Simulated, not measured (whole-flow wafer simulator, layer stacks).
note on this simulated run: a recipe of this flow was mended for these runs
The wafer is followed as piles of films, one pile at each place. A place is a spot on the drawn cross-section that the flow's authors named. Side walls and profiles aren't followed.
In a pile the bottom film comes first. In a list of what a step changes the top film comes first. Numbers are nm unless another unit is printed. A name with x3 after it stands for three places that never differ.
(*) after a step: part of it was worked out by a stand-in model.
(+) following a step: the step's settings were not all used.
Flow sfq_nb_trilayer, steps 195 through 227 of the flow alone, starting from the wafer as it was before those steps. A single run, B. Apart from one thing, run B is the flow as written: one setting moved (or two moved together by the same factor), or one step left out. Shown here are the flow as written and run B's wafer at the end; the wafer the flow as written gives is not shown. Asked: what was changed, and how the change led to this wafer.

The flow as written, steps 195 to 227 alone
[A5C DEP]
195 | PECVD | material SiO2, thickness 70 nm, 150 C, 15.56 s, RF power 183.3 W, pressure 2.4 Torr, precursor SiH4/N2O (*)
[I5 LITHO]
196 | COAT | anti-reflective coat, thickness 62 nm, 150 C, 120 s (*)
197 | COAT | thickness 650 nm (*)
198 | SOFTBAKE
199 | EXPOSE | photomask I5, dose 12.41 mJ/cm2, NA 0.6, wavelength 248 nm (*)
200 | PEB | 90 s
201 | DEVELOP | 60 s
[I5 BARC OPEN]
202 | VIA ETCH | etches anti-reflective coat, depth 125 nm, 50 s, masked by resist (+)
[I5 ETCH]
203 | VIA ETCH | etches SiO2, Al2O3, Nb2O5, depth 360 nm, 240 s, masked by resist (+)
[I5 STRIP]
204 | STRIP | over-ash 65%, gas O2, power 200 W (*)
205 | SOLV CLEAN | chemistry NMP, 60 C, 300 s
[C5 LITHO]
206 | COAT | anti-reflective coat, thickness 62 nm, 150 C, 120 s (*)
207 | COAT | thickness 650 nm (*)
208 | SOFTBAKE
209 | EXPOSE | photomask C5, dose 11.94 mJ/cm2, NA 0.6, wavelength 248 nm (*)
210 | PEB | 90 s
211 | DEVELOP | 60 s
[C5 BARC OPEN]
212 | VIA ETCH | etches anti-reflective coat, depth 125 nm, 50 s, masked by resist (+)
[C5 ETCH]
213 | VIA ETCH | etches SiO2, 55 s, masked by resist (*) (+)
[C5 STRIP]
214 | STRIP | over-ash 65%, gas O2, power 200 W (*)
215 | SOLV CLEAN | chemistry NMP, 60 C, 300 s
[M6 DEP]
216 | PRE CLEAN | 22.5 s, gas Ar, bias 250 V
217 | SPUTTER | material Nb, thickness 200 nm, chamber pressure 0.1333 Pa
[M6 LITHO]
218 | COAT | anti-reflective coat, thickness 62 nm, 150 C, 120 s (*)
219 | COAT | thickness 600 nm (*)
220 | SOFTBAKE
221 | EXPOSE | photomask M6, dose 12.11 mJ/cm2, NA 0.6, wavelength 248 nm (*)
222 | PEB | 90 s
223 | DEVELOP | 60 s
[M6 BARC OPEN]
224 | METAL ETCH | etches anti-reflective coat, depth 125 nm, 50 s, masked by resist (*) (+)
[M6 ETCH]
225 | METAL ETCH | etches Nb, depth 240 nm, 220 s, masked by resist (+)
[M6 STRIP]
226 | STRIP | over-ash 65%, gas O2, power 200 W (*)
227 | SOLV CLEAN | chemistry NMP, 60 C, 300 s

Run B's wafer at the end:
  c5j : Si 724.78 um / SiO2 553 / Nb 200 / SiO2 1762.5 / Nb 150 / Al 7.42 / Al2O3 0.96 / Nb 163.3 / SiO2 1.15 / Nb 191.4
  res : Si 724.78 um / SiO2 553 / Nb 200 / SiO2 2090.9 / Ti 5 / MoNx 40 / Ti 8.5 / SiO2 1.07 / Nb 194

The reason: step 213, VIA ETCH: 40 s was run, while the flow as written has 55 s.

Step by step, how the change led to this:
  213 | VIA ETCH | etches SiO2, 55 s, masked by resist (*) (+)
      c5j: SiO2 loses 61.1 (in the flow as written it would be: SiO2 loses 69.7 (all of it), Nb loses 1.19)
      res: SiO2 loses 61.1 (in the flow as written it would be: SiO2 loses 69.7 (all of it), Ti loses 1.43)
      (as well as at 104 more places)
  216 | PRE CLEAN | 22.5 s, gas Ar, bias 250 V
      c5j: SiO2 loses 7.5 (in the flow as written it would be: Nb loses 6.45)
      res: SiO2 loses 7.5 (in the flow as written it would be: Ti loses 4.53)
  217 | SPUTTER | material Nb, thickness 200 nm, chamber pressure 0.1333 Pa
      c5j: Nb gains 191.4 (new film) (in the flow as written it would be: Nb gains 188.4)
  218 | COAT | anti-reflective coat, thickness 62 nm, 150 C, 120 s (*)
      jj_sur: anti-reflective coat gains 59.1 (new film) (in the flow as written it would be: anti-reflective coat gains 57.9 (new film))
      ce_l: anti-reflective coat gains 59 (new film) (in the flow as written it would be: anti-reflective coat gains 56.7 (new film))
      (as well as at 6 more places)
  226 | STRIP | over-ash 65%, gas O2, power 200 W (*)
      jj_sur: KrF-resist-other-grade loses 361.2 (all of it), anti-reflective coat loses 59.1 (all of it) (in the flow as written it would be: KrF-resist-other-grade loses 361.7 (all of it), anti-reflective coat loses 57.9 (all of it))
      ce_l: KrF-resist-other-grade loses 368.3 (all of it), anti-reflective coat loses 59 (all of it) (in the flow as written it would be: KrF-resist-other-grade loses 369.7 (all of it), anti-reflective coat loses 56.7 (all of it))
      (as well as at 6 more places)
With metal films that touch counted as one body, c5j has 4 bodies (between them, from the top down: SiO2 1.15; Al2O3 0.96; SiO2 1762.5); the flow as written gives 3 bodies (between them, from the top down: Al2O3 0.96; SiO2 1762.5).
With metal films that touch counted as one body, res has 3 bodies (between them, from the top down: SiO2 1.07; SiO2 2090.9); the flow as written gives 2 bodies (between them, from the top down: SiO2 2090.9).
